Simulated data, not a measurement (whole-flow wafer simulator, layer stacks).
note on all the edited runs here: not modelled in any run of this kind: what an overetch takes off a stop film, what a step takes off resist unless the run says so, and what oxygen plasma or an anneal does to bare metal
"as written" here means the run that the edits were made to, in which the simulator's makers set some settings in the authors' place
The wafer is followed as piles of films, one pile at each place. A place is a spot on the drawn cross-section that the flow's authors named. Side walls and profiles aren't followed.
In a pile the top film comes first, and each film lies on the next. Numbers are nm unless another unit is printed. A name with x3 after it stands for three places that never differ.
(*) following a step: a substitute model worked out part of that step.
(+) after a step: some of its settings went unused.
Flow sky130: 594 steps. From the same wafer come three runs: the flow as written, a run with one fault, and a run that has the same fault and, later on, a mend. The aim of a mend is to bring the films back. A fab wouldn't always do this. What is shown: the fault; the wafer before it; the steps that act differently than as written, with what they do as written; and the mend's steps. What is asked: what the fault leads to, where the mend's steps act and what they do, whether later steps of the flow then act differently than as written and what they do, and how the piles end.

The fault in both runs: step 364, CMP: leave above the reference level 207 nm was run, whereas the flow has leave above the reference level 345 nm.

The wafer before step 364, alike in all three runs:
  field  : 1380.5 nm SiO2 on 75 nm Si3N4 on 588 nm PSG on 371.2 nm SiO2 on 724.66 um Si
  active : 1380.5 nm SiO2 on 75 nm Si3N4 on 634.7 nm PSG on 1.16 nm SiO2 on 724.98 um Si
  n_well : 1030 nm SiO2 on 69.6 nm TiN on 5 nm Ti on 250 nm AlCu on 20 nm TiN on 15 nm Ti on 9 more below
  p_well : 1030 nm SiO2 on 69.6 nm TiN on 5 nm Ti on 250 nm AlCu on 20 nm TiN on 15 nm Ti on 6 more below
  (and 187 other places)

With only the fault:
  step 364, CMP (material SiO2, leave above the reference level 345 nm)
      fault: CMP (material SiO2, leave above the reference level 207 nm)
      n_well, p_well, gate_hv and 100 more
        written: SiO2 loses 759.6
        fault: SiO2 loses 897.6
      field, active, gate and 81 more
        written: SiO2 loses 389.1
        fault: SiO2 loses 527.1
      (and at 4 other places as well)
  Steps later in the flow that act otherwise than as written (10 more steps, not shown, differ only slightly: by at most 2% or 0.5 nm, whichever is larger):
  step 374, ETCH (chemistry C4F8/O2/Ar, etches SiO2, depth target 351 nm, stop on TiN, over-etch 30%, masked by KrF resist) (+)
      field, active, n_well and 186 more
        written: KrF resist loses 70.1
        fault: KrF resist loses 34.3
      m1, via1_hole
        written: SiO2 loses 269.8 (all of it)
        fault: SiO2 loses 131.8 (all of it)
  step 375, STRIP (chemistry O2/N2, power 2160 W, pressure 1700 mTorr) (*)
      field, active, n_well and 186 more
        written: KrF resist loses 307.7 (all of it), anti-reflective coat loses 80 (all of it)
        fault: KrF resist loses 343.6 (all of it), anti-reflective coat loses 80 (all of it)
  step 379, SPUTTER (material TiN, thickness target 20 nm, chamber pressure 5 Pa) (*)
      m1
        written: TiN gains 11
        fault: TiN gains 14
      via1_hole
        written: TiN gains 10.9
        fault: TiN gains 14
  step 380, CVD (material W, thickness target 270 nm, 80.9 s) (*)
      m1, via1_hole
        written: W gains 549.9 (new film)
        fault: W gains 408.8 (new film)
  At field, active, n_well and 190 more, the piles at the end differ from the flow's by more than 2% or 0.5 nm, whichever is larger.
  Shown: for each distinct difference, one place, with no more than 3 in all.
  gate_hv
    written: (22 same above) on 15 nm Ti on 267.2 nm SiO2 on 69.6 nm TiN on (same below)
    fault: (22 same above) on 15 nm Ti on 129.2 nm SiO2 on 69.6 nm TiN on (same below)
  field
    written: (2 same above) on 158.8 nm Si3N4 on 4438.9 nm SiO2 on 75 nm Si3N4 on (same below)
    fault: (2 same above) on 158.8 nm Si3N4 on 4300.9 nm SiO2 on 75 nm Si3N4 on (same below)
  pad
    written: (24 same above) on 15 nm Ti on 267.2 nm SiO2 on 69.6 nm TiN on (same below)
    fault: (24 same above) on 15 nm Ti on 129.2 nm SiO2 on 69.6 nm TiN on (same below)

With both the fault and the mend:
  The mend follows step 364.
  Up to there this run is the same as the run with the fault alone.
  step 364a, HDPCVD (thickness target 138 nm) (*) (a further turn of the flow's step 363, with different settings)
      field, active, n_well and 188 more
        SiO2 gains 138
  Later steps of the flow that are run all act as written at every place that is followed, up to a difference of at most 2% or 0.5 nm, whichever is larger.
  The piles end the same as the flow's at every place that both follow.
